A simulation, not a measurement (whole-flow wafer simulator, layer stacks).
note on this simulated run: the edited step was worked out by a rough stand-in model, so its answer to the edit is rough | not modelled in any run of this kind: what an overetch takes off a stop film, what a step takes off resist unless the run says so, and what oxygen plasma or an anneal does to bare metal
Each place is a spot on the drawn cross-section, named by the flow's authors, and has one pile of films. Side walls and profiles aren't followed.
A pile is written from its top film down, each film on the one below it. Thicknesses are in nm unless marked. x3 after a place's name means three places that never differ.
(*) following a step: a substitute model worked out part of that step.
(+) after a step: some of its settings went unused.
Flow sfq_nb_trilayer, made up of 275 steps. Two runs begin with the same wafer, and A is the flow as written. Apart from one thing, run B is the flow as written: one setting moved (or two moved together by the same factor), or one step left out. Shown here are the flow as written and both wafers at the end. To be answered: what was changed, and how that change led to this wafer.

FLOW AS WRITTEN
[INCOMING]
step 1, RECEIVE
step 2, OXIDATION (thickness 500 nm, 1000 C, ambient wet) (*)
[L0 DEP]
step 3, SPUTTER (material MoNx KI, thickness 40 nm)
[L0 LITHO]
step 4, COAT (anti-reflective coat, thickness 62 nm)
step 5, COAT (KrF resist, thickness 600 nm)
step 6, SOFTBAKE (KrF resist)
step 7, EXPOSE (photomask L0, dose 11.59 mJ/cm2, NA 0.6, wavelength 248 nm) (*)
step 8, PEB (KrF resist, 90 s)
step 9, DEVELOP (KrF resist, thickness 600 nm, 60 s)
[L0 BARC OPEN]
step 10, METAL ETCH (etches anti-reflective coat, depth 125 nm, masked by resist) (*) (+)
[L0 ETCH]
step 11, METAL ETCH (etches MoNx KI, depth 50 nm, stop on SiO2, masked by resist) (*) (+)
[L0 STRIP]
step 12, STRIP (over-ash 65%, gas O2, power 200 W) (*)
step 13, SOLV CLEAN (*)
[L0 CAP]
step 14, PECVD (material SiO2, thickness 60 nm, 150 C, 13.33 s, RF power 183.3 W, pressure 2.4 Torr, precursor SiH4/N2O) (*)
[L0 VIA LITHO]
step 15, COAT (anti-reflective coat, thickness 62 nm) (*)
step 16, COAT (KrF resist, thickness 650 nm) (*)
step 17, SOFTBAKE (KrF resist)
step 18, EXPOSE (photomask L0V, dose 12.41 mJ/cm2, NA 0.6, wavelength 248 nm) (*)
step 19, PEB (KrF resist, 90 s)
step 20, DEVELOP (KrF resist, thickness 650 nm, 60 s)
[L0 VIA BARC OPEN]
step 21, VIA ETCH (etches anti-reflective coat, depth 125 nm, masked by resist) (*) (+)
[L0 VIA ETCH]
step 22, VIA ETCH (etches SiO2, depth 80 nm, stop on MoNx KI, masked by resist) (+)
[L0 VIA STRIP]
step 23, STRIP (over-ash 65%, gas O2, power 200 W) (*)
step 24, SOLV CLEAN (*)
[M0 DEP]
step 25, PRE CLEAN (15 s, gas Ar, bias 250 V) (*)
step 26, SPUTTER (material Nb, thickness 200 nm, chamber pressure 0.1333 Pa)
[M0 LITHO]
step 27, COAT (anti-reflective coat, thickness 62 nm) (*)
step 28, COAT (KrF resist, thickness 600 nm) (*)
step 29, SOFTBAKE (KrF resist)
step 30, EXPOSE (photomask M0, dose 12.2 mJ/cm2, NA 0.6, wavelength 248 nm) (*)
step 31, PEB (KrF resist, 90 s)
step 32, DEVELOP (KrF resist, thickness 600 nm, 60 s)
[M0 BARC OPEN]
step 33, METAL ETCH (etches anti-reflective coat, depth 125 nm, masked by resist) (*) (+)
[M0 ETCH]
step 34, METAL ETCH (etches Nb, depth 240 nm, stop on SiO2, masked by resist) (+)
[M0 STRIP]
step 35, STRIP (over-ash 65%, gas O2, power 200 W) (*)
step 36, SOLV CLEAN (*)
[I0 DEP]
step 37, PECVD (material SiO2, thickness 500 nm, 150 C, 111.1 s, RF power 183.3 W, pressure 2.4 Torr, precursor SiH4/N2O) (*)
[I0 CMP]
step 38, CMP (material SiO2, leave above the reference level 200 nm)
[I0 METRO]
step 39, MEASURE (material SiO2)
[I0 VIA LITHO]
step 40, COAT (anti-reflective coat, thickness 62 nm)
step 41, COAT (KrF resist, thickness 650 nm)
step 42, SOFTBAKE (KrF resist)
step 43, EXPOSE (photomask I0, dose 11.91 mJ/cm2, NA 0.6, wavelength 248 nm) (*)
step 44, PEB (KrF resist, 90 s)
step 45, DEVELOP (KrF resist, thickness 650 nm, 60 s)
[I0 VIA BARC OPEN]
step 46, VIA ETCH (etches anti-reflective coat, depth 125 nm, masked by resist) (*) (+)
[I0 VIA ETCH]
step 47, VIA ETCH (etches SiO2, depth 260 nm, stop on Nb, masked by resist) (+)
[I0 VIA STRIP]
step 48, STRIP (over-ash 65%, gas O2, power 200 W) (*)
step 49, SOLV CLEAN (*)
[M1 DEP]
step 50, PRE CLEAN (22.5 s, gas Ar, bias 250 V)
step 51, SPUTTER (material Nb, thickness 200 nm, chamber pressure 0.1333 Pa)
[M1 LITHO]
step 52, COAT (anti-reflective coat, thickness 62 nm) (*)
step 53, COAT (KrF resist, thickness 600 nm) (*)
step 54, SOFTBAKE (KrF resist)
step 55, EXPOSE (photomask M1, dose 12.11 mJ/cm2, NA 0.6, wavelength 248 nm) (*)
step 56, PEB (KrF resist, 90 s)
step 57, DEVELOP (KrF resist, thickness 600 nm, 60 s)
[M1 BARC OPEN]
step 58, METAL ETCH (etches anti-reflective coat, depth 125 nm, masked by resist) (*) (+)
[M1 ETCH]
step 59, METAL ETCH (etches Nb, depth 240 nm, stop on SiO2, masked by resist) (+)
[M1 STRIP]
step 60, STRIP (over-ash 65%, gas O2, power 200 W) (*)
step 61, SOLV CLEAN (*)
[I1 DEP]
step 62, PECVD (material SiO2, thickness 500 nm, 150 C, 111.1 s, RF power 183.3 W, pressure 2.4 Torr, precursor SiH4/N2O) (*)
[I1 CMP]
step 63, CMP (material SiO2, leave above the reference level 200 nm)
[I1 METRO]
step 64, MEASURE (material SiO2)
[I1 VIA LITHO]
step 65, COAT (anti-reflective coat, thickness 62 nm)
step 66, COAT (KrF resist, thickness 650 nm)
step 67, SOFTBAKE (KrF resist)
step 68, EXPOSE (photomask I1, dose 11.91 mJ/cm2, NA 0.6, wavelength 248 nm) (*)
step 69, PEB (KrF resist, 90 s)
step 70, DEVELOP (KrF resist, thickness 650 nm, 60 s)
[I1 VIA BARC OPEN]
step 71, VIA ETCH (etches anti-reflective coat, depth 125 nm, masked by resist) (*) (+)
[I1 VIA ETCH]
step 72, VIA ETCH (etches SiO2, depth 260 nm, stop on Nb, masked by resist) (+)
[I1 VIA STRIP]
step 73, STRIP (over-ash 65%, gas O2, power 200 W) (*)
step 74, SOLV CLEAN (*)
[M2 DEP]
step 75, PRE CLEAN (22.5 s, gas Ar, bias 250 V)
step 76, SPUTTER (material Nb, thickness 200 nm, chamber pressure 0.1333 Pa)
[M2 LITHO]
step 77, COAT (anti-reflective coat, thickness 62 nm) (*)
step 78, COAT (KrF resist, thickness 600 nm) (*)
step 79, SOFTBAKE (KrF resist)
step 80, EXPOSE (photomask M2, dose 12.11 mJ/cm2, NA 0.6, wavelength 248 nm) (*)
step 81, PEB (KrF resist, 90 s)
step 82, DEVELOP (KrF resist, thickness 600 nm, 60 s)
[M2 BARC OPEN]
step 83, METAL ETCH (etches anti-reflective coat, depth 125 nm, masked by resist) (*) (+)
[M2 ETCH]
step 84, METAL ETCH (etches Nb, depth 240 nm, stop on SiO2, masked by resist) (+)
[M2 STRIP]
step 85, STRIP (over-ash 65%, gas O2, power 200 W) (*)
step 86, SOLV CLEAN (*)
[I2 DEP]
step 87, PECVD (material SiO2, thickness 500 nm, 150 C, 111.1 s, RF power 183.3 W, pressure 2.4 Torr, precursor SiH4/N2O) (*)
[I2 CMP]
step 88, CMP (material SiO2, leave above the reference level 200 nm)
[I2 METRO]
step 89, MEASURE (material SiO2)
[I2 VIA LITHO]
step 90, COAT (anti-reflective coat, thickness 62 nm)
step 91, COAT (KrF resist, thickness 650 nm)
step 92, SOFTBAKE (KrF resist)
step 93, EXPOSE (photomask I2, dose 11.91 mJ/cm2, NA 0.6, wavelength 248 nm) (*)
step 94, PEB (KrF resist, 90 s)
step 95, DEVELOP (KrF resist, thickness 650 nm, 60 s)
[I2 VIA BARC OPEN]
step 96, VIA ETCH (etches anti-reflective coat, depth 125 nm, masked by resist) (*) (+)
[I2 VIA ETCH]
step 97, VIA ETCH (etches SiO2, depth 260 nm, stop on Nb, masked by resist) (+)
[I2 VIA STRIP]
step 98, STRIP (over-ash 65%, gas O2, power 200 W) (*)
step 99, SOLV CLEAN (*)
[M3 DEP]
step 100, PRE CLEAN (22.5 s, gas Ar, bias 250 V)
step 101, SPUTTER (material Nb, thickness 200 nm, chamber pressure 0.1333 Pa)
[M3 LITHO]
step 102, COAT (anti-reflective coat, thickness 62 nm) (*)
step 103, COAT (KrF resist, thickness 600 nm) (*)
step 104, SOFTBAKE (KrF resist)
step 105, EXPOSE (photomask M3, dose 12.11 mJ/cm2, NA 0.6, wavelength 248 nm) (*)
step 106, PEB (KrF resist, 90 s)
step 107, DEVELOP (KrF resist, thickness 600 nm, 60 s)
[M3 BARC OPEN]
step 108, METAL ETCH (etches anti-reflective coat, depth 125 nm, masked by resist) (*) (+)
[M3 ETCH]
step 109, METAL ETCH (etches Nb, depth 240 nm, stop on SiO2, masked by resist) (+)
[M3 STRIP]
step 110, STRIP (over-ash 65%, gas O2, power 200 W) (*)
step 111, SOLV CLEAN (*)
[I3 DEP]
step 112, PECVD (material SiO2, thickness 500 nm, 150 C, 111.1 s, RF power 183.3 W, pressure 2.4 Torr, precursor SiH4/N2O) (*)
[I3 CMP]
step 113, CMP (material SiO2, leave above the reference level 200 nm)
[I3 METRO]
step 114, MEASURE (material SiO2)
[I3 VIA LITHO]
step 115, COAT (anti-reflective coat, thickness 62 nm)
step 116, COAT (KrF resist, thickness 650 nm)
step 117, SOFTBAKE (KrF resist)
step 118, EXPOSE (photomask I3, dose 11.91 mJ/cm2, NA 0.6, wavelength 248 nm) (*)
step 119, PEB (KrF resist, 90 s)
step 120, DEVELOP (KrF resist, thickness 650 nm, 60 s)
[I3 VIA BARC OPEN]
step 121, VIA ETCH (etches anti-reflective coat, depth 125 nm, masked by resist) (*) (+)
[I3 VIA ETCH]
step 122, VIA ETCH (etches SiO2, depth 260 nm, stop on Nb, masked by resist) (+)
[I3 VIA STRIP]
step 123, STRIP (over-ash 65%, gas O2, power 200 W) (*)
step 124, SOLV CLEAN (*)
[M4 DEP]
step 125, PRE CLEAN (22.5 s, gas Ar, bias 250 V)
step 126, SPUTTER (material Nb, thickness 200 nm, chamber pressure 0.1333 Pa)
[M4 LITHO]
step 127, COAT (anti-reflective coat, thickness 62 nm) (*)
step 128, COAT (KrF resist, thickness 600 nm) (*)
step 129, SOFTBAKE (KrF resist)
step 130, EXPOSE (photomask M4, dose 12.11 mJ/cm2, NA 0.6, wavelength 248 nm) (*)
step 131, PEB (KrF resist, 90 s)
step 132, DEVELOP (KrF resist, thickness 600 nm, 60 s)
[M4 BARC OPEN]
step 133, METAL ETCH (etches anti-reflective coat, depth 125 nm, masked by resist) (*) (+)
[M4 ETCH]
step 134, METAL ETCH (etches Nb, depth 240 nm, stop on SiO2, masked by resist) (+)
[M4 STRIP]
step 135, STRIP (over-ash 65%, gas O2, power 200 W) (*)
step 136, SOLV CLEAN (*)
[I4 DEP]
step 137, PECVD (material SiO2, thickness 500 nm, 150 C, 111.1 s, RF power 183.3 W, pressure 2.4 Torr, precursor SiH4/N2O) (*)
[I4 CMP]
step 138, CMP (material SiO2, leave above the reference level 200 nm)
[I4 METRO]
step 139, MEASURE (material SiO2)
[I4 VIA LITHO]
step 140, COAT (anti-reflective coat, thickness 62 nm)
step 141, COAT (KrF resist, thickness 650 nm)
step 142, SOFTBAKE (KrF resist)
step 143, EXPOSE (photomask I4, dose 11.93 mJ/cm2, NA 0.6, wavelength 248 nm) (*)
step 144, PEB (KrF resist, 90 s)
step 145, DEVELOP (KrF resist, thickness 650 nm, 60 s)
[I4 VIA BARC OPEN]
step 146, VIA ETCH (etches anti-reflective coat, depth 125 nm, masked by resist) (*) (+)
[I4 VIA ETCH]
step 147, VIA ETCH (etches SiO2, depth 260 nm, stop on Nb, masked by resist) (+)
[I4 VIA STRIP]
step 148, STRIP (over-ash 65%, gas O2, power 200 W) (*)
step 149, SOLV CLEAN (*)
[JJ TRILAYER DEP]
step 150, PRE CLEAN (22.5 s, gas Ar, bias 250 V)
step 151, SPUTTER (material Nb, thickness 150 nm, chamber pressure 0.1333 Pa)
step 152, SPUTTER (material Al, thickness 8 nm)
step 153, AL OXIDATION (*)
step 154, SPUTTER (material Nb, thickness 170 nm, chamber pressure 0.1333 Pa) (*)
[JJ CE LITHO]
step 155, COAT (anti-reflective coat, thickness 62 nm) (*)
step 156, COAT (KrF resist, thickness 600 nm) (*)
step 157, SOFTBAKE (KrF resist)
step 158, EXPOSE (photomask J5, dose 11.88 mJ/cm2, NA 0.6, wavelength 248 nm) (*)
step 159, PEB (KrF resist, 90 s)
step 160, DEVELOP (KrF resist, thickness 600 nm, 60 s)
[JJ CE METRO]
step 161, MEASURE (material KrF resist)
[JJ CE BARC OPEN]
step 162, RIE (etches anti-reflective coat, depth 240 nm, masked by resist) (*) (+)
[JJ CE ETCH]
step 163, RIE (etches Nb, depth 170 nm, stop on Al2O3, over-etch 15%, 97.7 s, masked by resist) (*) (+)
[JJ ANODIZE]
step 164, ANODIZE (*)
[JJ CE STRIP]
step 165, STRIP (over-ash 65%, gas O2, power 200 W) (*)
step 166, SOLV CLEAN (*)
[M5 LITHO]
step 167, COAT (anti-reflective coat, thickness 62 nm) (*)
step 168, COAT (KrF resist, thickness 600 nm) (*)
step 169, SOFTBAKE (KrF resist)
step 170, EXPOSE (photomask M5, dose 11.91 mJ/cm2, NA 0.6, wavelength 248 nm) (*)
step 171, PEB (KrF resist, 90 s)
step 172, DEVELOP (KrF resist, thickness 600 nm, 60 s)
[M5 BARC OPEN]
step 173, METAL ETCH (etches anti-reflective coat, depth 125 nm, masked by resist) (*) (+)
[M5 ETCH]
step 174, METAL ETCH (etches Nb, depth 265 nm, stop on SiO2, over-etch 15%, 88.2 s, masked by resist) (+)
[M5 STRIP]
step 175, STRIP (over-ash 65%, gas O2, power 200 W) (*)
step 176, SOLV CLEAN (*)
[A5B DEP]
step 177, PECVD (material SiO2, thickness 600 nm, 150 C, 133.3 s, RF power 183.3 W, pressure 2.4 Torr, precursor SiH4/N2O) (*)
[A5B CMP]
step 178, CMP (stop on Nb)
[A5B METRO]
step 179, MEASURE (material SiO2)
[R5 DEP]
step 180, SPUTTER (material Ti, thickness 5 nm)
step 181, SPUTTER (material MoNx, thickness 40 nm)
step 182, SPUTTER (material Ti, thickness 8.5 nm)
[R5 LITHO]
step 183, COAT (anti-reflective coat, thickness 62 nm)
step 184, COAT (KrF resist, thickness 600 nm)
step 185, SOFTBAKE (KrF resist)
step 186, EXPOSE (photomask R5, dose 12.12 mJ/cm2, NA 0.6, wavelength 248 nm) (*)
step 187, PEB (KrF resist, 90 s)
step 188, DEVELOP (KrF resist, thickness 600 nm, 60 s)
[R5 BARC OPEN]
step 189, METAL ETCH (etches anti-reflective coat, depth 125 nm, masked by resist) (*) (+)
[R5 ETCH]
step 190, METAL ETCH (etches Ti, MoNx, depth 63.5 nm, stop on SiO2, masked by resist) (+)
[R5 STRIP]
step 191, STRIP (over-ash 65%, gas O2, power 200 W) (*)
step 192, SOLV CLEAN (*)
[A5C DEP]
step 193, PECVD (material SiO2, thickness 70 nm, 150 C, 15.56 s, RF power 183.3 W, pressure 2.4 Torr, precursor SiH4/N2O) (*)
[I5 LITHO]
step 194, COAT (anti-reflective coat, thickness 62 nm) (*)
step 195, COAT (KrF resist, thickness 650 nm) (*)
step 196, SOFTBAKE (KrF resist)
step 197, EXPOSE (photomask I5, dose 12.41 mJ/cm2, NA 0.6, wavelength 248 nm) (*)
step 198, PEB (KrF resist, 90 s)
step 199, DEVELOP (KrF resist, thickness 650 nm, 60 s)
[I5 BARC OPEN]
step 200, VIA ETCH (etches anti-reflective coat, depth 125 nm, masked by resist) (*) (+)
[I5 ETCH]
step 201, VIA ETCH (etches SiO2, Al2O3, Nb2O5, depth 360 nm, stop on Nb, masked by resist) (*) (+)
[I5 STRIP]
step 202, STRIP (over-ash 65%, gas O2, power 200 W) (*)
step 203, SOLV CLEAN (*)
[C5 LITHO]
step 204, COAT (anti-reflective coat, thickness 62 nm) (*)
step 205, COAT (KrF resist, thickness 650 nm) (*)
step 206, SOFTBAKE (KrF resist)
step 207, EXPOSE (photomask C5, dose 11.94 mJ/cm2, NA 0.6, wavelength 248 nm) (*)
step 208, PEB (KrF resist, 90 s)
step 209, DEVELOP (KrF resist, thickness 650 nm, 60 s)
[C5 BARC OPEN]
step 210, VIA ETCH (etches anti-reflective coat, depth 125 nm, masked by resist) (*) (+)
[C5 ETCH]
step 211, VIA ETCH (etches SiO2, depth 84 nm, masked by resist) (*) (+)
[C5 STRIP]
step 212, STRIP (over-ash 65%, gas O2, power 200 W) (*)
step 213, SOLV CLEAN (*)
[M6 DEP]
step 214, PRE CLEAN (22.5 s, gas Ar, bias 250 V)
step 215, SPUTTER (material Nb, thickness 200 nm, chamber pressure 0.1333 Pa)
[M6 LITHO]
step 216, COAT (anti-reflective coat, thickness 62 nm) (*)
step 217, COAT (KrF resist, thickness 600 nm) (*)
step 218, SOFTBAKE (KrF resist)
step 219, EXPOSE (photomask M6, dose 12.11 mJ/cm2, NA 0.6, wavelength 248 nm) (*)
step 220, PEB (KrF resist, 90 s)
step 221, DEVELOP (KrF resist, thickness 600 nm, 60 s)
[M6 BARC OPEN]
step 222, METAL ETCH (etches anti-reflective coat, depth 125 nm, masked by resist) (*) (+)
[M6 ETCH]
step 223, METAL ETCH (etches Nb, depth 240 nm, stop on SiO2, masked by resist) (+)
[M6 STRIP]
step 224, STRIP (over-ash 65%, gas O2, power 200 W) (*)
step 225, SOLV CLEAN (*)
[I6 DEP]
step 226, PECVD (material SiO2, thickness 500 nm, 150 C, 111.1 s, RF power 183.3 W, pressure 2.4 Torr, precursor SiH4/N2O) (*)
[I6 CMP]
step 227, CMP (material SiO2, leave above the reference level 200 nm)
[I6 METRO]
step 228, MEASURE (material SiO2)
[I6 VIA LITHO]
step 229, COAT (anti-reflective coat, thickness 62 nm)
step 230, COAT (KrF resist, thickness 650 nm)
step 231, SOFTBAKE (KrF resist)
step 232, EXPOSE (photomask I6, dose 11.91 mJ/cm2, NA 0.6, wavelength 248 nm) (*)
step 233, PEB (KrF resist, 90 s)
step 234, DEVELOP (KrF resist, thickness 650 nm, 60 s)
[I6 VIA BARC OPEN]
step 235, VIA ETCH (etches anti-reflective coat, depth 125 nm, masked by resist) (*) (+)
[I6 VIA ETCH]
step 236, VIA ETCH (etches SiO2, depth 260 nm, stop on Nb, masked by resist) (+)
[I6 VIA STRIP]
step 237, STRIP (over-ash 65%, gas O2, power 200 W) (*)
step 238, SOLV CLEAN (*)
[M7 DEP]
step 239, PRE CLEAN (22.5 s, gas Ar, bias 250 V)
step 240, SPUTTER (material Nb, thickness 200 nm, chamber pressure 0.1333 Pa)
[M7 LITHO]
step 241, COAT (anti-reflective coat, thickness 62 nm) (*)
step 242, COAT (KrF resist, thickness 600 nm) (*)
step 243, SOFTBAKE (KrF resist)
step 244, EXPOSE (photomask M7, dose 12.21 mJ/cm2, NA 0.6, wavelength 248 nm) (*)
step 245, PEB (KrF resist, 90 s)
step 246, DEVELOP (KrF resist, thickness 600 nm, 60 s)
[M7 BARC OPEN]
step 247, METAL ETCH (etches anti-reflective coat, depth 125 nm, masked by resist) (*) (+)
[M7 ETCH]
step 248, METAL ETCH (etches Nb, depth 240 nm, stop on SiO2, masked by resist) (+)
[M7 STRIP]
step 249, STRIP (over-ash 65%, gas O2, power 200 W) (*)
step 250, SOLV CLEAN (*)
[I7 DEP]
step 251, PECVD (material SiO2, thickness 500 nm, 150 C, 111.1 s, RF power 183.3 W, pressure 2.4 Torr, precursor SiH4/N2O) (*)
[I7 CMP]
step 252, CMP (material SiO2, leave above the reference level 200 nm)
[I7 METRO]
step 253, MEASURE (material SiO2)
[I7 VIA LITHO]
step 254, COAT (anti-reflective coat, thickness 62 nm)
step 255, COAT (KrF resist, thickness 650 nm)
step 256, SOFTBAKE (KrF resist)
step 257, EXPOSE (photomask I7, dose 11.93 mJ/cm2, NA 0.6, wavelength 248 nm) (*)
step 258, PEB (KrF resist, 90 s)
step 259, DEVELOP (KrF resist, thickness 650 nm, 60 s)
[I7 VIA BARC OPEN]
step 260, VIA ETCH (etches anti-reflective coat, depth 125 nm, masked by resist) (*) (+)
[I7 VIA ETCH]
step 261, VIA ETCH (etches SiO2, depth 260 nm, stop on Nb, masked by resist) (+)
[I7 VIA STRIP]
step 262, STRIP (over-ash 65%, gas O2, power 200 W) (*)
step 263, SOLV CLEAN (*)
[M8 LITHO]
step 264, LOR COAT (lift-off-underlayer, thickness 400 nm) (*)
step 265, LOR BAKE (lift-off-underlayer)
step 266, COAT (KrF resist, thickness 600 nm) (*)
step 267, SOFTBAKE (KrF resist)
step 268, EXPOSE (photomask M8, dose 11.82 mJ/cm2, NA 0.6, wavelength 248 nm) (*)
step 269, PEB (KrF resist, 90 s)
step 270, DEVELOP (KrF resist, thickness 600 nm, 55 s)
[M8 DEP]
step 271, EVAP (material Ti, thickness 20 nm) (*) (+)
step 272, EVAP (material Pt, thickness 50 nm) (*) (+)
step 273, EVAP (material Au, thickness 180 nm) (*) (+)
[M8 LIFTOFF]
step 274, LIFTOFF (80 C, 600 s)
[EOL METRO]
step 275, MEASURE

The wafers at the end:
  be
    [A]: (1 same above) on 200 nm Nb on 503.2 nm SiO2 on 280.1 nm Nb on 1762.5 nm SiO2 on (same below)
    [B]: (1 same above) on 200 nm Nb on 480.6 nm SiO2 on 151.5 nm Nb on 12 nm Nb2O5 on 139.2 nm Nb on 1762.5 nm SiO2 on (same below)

Cause: step 201, VIA ETCH: depth 243 nm was run, though the flow has depth 360 nm.

Step by step, how the change led to this:
  step 201, VIA ETCH (etches SiO2, Al2O3, Nb2O5, depth 360 nm, stop on Nb, masked by resist) (*) (+)
      be: A -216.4 SiO2 (all of it), -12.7 Al2O3 (all of it), -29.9 Nb2O5 (all of it) | B -216.4 SiO2 (all of it), -12.7 Al2O3 (all of it), -14 Nb2O5
      field_l, v_sur, via_wl and 102 more: A -240 KrF resist | B -162 KrF resist
  step 202, STRIP (over-ash 65%, gas O2, power 200 W) (*)
      p4_fl, p4_fm, p4_w1 and 44 more: A -333.1 KrF resist (all of it), -62 anti-reflective coat (all of it) | B -411.1 KrF resist (all of it), -62 anti-reflective coat (all of it)
      wl_b_sl, wl_b_m5, wl_b_sr and 13 more: A -333 KrF resist (all of it), -62 anti-reflective coat (all of it) | B -411 KrF resist (all of it), -62 anti-reflective coat (all of it)
      (as well as at 42 more places)
  step 214, PRE CLEAN (22.5 s, gas Ar, bias 250 V)
      be: A -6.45 Nb | B -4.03 Nb2O5
  step 215, SPUTTER (material Nb, thickness 200 nm, chamber pressure 0.1333 Pa)
      be: A +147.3 Nb | B +151.5 Nb (new film)
  step 216, COAT (anti-reflective coat, thickness 62 nm) (*)
      be: A +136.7 anti-reflective coat (new film) | B +133.1 anti-reflective coat (new film)
  step 217, COAT (KrF resist, thickness 600 nm) (*)
      be: A +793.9 KrF resist (new film) | B +778 KrF resist (new film)
  step 224, STRIP (over-ash 65%, gas O2, power 200 W) (*)
      be: A -575.8 KrF resist (all of it), -136.7 anti-reflective coat (all of it) | B -560 KrF resist (all of it), -133.1 anti-reflective coat (all of it)
  step 226, PECVD (material SiO2, thickness 500 nm, 150 C, 111.1 s, RF power 183.3 W, pressure 2.4 Torr, precursor SiH4/N2O) (*)
      be: A +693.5 SiO2 (new film) | B +670.9 SiO2 (new film)
If metal films that touch count as one body, be has 4 bodies (between them, from the top down: SiO2 480.6; Nb2O5 12; SiO2 1762.5); the flow as written gives 3 bodies (between them, from the top down: SiO2 503.2; SiO2 1762.5).
